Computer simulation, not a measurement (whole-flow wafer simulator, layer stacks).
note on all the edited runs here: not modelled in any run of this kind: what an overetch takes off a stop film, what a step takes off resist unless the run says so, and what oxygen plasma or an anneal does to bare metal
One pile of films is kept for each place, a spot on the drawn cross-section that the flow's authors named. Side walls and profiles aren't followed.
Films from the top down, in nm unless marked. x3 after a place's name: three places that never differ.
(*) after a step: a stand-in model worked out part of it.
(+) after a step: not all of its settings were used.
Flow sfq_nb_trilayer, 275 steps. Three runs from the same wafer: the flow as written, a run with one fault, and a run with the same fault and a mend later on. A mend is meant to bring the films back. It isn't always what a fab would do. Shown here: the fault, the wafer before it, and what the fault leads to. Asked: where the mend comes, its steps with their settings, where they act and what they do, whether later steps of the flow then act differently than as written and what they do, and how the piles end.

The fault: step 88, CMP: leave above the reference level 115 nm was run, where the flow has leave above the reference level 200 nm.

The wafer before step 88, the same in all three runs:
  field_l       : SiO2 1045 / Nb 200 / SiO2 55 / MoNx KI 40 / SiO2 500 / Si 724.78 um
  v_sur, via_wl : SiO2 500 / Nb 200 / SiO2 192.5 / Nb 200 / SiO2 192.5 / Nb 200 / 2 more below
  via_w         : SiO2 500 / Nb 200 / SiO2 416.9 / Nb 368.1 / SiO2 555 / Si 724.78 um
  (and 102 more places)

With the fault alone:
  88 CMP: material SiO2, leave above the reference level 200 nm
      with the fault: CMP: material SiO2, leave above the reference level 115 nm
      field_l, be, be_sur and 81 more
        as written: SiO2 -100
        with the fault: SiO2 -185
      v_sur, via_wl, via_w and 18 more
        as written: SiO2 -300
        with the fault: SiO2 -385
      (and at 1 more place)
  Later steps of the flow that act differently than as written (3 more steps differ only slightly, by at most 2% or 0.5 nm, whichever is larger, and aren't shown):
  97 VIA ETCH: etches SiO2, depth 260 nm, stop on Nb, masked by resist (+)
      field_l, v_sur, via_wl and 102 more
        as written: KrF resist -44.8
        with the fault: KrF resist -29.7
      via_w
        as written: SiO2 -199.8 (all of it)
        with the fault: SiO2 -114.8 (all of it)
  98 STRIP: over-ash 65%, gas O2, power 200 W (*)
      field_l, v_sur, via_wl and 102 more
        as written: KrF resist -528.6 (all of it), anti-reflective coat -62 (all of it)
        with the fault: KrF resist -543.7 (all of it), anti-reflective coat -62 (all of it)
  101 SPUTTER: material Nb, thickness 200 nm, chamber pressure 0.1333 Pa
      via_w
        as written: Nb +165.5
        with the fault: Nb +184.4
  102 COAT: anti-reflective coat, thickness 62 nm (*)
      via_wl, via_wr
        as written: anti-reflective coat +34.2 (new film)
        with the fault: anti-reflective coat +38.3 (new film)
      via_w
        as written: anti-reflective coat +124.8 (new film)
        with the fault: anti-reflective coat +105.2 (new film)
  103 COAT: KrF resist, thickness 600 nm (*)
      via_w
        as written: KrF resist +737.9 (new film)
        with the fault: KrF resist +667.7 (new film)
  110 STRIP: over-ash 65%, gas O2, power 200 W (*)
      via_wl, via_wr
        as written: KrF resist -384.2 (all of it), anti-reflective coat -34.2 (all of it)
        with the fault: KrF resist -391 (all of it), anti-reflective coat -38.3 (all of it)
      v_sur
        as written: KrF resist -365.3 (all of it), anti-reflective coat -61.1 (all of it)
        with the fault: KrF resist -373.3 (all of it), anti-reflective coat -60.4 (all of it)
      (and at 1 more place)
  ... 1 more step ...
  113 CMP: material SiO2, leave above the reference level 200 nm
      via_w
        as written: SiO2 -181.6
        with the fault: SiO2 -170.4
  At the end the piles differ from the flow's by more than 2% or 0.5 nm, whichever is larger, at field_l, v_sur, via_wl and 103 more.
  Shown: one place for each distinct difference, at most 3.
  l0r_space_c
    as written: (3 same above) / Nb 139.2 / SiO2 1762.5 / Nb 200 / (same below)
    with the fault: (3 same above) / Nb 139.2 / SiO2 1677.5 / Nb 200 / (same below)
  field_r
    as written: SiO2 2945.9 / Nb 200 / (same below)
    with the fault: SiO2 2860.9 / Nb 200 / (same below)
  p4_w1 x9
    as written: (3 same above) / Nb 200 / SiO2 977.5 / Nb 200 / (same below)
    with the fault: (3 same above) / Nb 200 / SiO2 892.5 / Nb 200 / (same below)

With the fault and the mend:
  The mend comes after step 95.
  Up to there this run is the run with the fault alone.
  95a STRIP: over-ash 65%, gas O2, power 200 W (*)
      field_l, v_sur, via_wl and 102 more
        KrF resist -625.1 (all of it), anti-reflective coat -62 (all of it)
      via_w
        anti-reflective coat -62 (all of it)
  95b PECVD: material SiO2, thickness 85 nm, 150 C, 18.89 s, RF power 183.3 W, pressure 2.4 Torr, precursor SiH4/N2O (the flow's step 87 once more, with other settings)
      field_l, v_sur, via_wl and 103 more
        SiO2 +85
  95c COAT: anti-reflective coat, thickness 62 nm (the flow's step 90 once more)
      field_l, v_sur, via_wl and 103 more
        anti-reflective coat +62 (new film)
  95d COAT: KrF resist, thickness 650 nm (the flow's step 91 once more)
      field_l, v_sur, via_wl and 103 more
        KrF resist +650 (new film)
  95e SOFTBAKE: KrF resist (the flow's step 92 once more)
      changes no film at any place that is followed
  95f EXPOSE: photomask I2, dose 11.91 mJ/cm2, NA 0.6, wavelength 248 nm (*) (the flow's step 93 once more)
      changes no film at any place that is followed
  95g PEB: KrF resist, 90 s (the flow's step 94 once more)
      field_l, v_sur, via_wl and 103 more
        KrF resist -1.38
  95h DEVELOP: KrF resist, thickness 650 nm, 60 s (the flow's step 95 once more)
      field_l, v_sur, via_wl and 102 more
        KrF resist -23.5
      via_w
        KrF resist -648.6 (all of it)
  No later step of the flow acts differently than as written at any place that is followed.
  At the end the piles are the same as the flow's at every place that both follow.
